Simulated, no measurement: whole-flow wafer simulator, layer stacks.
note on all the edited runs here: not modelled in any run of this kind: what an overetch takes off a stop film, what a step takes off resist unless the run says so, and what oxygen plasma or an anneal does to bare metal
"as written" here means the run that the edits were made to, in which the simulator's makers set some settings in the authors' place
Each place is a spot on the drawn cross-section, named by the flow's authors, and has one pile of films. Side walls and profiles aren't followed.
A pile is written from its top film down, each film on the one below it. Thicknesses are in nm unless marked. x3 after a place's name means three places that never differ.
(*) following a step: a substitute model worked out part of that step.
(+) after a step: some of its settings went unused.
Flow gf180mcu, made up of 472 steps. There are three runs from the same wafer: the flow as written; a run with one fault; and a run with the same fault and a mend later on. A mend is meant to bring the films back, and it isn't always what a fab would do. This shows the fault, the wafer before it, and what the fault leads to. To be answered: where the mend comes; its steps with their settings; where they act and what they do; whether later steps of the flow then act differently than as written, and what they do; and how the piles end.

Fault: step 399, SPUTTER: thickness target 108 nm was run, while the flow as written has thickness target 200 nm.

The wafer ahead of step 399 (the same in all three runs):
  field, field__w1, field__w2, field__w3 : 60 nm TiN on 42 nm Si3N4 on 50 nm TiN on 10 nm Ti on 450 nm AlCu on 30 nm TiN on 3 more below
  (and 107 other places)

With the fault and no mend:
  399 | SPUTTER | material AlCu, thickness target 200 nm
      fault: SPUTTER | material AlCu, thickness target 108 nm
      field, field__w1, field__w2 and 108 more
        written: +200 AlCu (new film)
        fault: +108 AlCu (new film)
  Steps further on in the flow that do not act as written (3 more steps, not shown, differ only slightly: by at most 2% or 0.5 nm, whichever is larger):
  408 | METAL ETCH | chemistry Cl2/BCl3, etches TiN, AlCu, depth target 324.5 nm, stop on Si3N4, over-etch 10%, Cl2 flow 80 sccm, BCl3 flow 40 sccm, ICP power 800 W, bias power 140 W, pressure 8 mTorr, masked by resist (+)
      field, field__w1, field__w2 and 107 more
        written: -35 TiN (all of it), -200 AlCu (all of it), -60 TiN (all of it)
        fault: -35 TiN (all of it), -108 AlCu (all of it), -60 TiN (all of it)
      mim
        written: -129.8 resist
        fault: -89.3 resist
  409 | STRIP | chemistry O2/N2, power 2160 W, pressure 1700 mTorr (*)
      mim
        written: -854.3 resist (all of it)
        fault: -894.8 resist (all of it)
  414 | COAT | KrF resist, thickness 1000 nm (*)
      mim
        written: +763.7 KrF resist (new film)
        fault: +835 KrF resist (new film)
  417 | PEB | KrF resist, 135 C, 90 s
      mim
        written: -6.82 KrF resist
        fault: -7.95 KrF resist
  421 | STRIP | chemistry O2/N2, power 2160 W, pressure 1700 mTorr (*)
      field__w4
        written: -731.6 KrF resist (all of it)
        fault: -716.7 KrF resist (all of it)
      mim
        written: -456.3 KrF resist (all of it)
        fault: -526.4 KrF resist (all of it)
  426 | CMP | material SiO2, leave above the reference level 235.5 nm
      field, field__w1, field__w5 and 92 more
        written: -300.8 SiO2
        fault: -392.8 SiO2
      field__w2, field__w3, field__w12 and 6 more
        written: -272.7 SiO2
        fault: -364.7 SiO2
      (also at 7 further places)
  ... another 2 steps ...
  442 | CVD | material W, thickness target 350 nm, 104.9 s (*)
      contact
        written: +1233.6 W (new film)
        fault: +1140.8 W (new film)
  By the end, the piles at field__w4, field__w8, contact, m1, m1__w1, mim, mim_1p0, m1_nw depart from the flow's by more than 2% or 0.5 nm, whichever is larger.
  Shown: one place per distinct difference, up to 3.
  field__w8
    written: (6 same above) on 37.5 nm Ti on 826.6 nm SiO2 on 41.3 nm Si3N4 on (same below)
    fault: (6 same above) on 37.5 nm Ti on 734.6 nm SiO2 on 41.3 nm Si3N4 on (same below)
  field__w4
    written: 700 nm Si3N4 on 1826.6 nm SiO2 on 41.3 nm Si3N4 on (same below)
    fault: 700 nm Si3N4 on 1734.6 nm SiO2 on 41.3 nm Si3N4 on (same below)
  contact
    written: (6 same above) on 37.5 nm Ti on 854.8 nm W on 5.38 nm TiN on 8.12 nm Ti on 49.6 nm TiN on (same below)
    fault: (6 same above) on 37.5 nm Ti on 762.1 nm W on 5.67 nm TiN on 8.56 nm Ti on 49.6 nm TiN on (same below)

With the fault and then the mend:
  The mend stands after step 399.
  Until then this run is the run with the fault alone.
  399a | SPUTTER | material AlCu, thickness target 92 nm (the flow's step 399 again, with other settings)
      field, field__w1, field__w2 and 108 more
        +92 AlCu
  Later steps of the flow that are run all act as written at every place that is followed.
  By the end, the piles equal the flow's at every place that both follow.
